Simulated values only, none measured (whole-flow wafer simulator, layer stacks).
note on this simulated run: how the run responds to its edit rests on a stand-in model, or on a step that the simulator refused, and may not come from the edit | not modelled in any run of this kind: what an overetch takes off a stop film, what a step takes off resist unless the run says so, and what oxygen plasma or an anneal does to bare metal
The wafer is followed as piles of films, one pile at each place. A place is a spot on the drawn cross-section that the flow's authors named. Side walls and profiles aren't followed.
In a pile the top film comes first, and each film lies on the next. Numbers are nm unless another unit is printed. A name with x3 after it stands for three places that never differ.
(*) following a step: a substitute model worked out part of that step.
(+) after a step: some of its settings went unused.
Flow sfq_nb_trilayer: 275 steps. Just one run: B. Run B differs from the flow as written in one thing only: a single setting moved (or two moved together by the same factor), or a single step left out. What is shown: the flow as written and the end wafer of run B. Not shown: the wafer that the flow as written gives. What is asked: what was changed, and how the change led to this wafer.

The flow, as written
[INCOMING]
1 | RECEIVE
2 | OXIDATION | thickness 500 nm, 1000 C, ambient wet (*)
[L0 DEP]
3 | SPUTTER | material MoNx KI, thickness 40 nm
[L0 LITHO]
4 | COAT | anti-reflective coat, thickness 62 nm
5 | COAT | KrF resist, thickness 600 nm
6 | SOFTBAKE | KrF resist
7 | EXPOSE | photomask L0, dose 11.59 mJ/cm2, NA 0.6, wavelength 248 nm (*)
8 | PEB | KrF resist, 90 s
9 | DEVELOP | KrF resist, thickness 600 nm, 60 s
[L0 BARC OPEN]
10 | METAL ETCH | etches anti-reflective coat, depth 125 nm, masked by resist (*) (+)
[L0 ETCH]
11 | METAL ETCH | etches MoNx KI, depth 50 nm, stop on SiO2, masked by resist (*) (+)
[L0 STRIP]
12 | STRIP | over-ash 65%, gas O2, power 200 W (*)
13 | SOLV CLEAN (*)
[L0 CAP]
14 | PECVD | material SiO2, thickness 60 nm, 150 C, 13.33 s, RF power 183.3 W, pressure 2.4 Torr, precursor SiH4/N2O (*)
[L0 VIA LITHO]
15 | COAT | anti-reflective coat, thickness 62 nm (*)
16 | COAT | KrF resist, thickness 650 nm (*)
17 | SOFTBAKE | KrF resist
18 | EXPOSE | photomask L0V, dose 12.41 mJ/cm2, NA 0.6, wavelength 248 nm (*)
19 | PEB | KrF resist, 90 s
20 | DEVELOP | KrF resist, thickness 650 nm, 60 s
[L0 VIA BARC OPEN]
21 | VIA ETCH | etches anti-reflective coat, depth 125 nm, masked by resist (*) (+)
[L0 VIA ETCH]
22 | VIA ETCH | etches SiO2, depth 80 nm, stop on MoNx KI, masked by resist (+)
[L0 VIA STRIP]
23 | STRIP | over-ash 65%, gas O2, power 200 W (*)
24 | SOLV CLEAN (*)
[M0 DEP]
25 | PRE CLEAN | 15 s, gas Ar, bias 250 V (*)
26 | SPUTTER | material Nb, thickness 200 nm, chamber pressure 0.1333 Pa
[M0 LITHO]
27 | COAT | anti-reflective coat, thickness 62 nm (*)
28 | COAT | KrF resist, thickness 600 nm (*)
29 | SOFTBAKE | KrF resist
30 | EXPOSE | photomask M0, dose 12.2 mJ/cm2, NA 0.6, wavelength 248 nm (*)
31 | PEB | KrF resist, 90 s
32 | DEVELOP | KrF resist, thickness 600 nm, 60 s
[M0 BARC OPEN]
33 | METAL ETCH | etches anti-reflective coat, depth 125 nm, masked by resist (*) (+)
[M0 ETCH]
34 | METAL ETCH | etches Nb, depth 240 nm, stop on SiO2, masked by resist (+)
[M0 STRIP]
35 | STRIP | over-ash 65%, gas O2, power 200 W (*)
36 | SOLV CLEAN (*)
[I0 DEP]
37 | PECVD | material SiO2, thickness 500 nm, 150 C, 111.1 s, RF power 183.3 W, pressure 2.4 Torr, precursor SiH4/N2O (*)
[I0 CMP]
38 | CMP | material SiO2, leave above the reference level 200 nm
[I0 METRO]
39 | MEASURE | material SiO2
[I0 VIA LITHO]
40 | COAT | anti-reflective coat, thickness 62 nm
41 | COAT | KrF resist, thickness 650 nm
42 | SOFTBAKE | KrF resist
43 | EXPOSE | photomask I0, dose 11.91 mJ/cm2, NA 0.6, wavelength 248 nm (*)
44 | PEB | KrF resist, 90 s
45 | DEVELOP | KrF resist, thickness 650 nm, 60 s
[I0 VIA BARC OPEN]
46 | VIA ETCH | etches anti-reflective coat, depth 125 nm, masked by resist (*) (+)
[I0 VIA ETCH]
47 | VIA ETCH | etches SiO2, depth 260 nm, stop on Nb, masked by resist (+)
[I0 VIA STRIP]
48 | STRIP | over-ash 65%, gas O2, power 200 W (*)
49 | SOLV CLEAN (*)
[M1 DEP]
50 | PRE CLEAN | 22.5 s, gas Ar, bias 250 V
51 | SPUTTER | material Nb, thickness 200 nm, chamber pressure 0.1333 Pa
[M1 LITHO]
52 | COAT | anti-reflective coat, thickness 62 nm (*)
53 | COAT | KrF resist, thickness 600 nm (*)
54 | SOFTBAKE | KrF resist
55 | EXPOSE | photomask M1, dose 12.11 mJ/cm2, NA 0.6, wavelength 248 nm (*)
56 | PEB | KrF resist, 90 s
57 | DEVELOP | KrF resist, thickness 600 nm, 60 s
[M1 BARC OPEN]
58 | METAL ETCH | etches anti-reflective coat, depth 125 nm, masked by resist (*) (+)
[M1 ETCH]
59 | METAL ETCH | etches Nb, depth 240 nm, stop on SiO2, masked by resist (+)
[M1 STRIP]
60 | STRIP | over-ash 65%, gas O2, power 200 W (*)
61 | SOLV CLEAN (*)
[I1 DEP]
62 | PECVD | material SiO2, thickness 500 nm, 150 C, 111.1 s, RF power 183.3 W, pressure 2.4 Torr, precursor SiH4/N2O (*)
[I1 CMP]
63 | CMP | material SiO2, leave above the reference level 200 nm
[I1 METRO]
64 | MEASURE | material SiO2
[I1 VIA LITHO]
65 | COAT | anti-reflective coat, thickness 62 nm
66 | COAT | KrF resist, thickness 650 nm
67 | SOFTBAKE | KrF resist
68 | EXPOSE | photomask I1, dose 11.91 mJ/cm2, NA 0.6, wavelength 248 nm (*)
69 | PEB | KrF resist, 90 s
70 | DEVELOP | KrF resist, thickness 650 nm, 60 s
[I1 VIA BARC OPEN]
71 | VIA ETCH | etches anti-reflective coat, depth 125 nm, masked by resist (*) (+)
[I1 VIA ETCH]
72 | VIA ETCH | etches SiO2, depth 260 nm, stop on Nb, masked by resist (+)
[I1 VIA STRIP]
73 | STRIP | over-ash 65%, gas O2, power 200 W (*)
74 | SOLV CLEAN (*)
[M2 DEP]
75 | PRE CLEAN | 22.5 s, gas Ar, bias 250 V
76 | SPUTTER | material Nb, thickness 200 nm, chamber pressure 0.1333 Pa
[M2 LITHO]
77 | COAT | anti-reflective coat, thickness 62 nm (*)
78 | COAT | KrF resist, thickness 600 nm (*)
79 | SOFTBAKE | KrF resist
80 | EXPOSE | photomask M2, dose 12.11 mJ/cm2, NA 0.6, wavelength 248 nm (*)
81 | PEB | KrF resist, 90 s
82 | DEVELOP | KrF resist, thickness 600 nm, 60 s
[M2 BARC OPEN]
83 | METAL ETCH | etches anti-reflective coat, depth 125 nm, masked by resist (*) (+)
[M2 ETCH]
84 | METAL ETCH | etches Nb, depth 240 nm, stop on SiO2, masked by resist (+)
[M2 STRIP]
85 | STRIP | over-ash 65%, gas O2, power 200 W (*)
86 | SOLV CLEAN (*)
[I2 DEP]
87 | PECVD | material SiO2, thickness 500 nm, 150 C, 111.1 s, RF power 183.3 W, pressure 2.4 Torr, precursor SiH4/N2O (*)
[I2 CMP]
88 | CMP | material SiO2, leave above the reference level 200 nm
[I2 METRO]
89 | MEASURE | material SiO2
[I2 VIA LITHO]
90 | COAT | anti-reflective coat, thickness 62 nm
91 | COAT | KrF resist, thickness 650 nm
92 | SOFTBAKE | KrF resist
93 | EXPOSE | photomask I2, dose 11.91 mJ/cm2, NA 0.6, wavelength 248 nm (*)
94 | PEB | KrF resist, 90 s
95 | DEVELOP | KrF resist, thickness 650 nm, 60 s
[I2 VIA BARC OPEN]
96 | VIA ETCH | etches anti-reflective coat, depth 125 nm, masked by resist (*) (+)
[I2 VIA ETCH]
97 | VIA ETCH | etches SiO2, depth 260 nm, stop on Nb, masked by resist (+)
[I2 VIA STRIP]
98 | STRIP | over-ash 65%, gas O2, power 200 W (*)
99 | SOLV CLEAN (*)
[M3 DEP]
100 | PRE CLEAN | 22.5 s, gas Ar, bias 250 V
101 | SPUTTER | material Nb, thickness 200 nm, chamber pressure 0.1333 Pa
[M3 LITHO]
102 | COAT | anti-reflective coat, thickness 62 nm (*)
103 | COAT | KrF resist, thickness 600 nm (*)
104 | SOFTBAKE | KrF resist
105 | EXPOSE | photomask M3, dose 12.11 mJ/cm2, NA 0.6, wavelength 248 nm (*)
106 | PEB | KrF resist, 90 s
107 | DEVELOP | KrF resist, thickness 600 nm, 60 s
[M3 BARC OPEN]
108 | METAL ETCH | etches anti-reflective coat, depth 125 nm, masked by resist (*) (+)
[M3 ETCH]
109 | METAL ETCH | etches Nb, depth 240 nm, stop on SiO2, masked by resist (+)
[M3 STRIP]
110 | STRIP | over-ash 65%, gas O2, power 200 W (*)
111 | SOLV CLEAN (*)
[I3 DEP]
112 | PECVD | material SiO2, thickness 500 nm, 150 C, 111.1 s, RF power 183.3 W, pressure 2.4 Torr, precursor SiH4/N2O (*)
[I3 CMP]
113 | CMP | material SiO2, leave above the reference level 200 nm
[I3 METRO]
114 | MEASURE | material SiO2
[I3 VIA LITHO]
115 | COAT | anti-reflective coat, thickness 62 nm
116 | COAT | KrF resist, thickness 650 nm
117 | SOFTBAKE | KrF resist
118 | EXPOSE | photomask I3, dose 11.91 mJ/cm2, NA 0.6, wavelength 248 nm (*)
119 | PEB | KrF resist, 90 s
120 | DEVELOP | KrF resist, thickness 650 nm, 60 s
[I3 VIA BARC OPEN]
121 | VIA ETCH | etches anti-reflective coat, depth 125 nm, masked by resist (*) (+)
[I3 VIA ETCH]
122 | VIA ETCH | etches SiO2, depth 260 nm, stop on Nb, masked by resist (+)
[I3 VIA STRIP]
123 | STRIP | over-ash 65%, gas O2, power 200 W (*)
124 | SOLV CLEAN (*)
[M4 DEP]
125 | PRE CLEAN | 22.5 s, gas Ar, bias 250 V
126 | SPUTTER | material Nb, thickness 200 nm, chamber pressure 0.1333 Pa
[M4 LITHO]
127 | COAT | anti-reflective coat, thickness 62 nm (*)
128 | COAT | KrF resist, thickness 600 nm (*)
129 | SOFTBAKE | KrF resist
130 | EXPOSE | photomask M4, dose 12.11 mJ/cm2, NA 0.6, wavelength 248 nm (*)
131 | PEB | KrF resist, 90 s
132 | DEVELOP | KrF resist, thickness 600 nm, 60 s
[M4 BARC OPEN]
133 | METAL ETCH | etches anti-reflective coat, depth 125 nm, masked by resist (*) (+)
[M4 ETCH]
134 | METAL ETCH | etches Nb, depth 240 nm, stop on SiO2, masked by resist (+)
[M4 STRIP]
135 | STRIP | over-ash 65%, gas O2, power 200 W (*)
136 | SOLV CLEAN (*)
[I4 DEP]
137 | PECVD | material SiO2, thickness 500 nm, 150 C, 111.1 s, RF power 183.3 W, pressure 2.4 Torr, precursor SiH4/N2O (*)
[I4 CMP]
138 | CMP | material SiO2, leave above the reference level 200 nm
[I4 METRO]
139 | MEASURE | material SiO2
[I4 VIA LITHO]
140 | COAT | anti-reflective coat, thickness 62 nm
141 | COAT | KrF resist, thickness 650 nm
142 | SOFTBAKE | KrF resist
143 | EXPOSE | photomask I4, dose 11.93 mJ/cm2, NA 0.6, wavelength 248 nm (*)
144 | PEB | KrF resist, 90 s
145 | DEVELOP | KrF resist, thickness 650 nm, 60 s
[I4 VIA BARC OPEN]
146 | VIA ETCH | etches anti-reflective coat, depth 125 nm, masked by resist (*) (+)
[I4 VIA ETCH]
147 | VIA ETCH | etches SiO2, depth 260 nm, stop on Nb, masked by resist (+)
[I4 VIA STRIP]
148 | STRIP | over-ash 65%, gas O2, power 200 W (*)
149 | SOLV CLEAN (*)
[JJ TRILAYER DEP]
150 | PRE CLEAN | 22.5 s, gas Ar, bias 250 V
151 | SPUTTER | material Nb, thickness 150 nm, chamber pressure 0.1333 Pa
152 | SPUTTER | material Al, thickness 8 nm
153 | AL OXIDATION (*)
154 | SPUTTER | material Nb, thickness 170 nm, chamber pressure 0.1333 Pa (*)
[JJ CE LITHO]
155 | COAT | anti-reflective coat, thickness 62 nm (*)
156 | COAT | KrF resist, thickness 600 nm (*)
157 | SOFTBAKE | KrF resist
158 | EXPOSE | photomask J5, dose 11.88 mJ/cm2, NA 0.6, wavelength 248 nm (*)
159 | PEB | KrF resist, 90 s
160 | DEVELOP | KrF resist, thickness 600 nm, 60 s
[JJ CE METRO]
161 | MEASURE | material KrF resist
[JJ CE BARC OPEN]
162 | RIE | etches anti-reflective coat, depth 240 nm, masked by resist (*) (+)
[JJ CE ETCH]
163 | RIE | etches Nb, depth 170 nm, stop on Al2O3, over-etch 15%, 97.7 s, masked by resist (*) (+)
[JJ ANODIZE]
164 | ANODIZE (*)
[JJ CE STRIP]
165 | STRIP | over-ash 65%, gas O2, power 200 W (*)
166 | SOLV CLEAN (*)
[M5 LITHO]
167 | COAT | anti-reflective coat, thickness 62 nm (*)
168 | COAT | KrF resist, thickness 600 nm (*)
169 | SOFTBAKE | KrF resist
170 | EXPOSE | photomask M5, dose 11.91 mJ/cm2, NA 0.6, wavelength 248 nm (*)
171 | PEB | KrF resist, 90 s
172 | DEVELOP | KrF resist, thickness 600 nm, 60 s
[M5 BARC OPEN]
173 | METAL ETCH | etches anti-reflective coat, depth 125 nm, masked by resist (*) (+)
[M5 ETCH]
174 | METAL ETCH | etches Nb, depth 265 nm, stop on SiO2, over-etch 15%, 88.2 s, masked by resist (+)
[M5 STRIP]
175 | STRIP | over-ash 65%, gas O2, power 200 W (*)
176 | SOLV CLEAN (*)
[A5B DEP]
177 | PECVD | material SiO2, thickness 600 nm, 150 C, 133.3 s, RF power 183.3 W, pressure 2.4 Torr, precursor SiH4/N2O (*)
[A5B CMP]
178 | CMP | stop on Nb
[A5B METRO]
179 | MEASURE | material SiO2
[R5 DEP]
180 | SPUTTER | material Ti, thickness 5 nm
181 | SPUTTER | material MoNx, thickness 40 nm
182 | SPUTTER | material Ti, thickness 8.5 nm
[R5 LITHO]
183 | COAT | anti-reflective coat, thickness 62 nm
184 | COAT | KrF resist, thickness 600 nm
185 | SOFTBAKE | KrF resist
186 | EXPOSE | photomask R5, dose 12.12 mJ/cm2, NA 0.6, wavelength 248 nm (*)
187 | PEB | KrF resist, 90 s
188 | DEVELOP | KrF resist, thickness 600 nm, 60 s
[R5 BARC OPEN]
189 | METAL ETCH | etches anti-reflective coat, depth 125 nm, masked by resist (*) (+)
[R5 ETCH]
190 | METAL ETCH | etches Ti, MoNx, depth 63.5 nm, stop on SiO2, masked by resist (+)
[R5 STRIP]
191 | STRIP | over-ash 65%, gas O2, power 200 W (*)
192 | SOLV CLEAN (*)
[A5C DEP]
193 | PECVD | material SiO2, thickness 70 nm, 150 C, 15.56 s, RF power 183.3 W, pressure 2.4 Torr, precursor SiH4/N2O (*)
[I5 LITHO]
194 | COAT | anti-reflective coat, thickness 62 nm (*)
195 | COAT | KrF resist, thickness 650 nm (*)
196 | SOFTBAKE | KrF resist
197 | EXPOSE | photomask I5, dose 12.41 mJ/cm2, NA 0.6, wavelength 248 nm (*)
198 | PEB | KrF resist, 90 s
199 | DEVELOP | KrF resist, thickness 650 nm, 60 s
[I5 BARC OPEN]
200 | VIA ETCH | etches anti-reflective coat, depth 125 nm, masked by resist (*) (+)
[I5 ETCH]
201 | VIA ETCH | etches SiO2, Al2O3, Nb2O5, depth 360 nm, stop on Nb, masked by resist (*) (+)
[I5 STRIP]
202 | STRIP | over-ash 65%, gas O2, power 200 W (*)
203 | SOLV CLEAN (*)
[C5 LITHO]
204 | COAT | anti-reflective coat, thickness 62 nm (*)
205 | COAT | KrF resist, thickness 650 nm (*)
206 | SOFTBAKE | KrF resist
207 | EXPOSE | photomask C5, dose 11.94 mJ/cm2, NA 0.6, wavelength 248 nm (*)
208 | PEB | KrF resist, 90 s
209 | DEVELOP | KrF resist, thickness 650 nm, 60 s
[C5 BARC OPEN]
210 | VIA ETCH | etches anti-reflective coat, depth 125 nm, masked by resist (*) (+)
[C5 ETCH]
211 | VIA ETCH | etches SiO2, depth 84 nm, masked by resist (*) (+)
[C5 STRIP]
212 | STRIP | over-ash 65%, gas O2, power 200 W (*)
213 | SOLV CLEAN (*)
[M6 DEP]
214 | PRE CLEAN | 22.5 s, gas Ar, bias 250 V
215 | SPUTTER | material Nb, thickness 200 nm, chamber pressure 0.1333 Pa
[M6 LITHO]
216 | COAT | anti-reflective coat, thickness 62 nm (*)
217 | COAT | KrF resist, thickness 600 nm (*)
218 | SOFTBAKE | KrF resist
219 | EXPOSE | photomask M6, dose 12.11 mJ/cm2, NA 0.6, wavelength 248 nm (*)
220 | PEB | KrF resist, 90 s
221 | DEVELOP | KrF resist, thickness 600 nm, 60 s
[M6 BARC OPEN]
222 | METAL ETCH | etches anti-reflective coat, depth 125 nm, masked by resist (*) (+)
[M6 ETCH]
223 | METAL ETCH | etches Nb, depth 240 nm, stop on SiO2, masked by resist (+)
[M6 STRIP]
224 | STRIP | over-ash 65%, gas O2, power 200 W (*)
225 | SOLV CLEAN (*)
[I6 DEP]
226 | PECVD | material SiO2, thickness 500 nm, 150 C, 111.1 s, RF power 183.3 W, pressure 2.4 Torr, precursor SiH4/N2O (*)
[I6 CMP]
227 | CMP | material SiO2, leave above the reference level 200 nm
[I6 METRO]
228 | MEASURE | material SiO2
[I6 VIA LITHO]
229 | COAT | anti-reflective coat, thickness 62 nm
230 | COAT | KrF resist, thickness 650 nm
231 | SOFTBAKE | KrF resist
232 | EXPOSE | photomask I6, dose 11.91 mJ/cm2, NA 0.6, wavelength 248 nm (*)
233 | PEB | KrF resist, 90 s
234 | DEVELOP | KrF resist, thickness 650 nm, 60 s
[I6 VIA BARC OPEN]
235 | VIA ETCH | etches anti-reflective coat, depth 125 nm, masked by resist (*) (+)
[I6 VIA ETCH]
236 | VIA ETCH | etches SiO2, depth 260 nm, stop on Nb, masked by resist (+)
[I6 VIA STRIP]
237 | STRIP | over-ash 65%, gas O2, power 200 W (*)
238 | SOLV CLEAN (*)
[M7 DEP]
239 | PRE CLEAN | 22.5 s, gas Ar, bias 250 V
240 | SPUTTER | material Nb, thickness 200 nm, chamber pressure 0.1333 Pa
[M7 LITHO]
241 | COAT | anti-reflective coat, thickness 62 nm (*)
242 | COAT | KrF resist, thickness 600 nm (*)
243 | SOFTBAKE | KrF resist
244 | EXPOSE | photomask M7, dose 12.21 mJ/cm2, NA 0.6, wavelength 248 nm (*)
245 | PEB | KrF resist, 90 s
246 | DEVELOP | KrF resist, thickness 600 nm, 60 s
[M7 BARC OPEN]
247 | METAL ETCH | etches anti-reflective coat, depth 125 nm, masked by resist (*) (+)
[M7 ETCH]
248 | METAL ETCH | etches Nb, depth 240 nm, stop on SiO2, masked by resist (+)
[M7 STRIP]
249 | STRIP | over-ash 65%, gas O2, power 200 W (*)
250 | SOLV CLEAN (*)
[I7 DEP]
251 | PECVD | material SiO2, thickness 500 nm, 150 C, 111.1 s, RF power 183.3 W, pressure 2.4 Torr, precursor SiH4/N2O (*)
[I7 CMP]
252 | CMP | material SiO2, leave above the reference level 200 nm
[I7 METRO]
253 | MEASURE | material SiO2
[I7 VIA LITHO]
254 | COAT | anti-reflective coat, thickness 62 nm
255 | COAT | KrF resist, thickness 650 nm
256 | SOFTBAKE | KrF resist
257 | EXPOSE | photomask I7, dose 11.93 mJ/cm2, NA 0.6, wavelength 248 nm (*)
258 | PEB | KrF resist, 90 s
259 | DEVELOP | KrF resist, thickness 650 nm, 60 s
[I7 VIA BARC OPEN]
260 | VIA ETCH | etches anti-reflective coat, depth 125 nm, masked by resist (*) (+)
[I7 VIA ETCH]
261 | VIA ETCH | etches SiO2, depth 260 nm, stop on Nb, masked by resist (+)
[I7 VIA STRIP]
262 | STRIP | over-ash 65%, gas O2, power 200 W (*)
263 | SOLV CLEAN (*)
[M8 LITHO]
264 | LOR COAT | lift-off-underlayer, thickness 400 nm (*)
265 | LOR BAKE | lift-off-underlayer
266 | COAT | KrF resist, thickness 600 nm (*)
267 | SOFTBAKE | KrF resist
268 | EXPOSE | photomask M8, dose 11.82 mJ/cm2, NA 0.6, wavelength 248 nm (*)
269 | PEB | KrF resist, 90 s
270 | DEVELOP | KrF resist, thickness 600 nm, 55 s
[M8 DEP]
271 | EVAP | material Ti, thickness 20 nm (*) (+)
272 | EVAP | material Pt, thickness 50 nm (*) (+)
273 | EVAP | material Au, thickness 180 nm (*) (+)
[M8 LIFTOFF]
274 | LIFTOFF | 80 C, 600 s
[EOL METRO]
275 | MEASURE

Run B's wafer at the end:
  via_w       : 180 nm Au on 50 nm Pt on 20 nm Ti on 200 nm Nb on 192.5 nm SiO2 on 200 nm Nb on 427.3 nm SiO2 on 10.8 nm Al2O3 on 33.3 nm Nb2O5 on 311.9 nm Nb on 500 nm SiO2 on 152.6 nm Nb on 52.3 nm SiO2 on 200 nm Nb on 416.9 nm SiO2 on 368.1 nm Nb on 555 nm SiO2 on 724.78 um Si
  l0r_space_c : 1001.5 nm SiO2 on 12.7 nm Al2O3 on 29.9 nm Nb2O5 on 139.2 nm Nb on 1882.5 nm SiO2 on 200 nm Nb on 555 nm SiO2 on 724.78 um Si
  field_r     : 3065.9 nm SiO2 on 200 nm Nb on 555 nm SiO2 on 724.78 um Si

What caused this: step 88, CMP: leave above the reference level 320 nm was run, while the flow as written has leave above the reference level 200 nm.

The path from the change to this, step by step:
  88 | CMP | material SiO2, leave above the reference level 200 nm
      field_l, be, be_sur and 81 more: nothing (it would be, as written: SiO2 loses 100)
      v_sur, via_wl, via_w and 18 more: SiO2 loses 180 (it would be, as written: SiO2 loses 300)
      (as well as at 1 more place)
  90 | COAT | anti-reflective coat, thickness 62 nm
      m0r_space_l, m0r_space_r, m6r_space_l x2, m7r_space_l x2: anti-reflective coat gains 65 (new film) (it would be, as written: anti-reflective coat gains 62 (new film))
      via_wl, via_w, via_v: anti-reflective coat gains 60.4 (new film) (it would be, as written: anti-reflective coat gains 62 (new film))
      (as well as at 27 more places)
  96 | VIA ETCH | etches anti-reflective coat, depth 125 nm, masked by resist (*) (+)
      field_l, v_sur, via_wl and 102 more: KrF resist loses 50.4 (it would be, as written: KrF resist loses 51.7)
      via_w: anti-reflective coat loses 60.4 (all of it), SiO2 loses 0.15 (it would be, as written: anti-reflective coat loses 62 (all of it), SiO2 loses 0.16)
  97 | VIA ETCH | etches SiO2, depth 260 nm, stop on Nb, masked by resist (+)
      via_w: SiO2 loses 260 (it would be, as written: SiO2 loses 199.8 (all of it))
  98 | STRIP | over-ash 65%, gas O2, power 200 W (*)
      m0r_space_l, m0r_space_r, m6r_space_l x2, m7r_space_l x2: KrF resist loses 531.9 (all of it), anti-reflective coat loses 65 (all of it) (it would be, as written: KrF resist loses 528.6 (all of it), anti-reflective coat loses 62 (all of it))
      via_wr, via_sp: KrF resist loses 523.9 (all of it), anti-reflective coat loses 60.5 (all of it) (it would be, as written: KrF resist loses 528.6 (all of it), anti-reflective coat loses 62 (all of it))
      (as well as at 27 more places)
  100 | PRE CLEAN | 22.5 s, gas Ar, bias 250 V
      via_w: SiO2 loses 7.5 (it would be, as written: Nb loses 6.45)
  101 | SPUTTER | material Nb, thickness 200 nm, chamber pressure 0.1333 Pa
      via_w: Nb gains 152.6 (new film) (it would be, as written: Nb gains 165.5)
  102 | COAT | anti-reflective coat, thickness 62 nm (*)
      m0r_space_l, m0r_space_r, m6r_space_l x2, m7r_space_l x2: anti-reflective coat gains 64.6 (new film) (it would be, as written: anti-reflective coat gains 62 (new film))
      wl_d_sl, wl_d_sr: anti-reflective coat gains 65.4 (new film) (it would be, as written: anti-reflective coat gains 62 (new film))
      (as well as at 26 more places)
  103 | COAT | KrF resist, thickness 600 nm (*)
      via_w: KrF resist gains 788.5 (new film) (it would be, as written: KrF resist gains 737.9 (new film))
  108 | METAL ETCH | etches anti-reflective coat, depth 125 nm, masked by resist (*) (+)
      m0r_space_l, m0r_space_r, m6r_space_l x2, m7r_space_l x2: anti-reflective coat loses 64.6 (all of it) (it would be, as written: anti-reflective coat loses 62 (all of it))
      wl_d_sl, wl_d_sr: anti-reflective coat loses 65.4 (all of it) (it would be, as written: anti-reflective coat loses 62 (all of it))
      (as well as at 17 more places)
  110 | STRIP | over-ash 65%, gas O2, power 200 W (*)
      v_sur: KrF resist loses 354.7 (all of it), anti-reflective coat loses 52 (all of it) (it would be, as written: KrF resist loses 365.3 (all of it), anti-reflective coat loses 61.1 (all of it))
      via_wl: KrF resist loses 374.2 (all of it), anti-reflective coat loses 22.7 (all of it) (it would be, as written: KrF resist loses 384.2 (all of it), anti-reflective coat loses 34.2 (all of it))
      (as well as at 8 more places)
  112 | PECVD | material SiO2, thickness 500 nm, 150 C, 111.1 s, RF power 183.3 W, pressure 2.4 Torr, precursor SiH4/N2O (*)
      via_w: SiO2 gains 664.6 (new film) (it would be, as written: SiO2 gains 615 (new film))
  113 | CMP | material SiO2, leave above the reference level 200 nm
      field_l, be, be_sur and 64 more: SiO2 loses 80 (it would be, as written: SiO2 loses 100)
      p4_w1, p4_w2, p4_w3 and 6 more: SiO2 loses 280 (it would be, as written: SiO2 loses 300)
      (as well as at 9 more places)
Taking metal films that touch as one body, via_w has 6 bodies (between them, from the top down: SiO2 192.5; SiO2 427.3 / Al2O3 10.8 / Nb2O5 33.3; SiO2 500; SiO2 52.3; SiO2 416.9); the flow as written gives 5 bodies (between them, from the top down: SiO2 192.5; SiO2 427.3 / Al2O3 10.8 / Nb2O5 33.3; SiO2 425.9; SiO2 416.9).
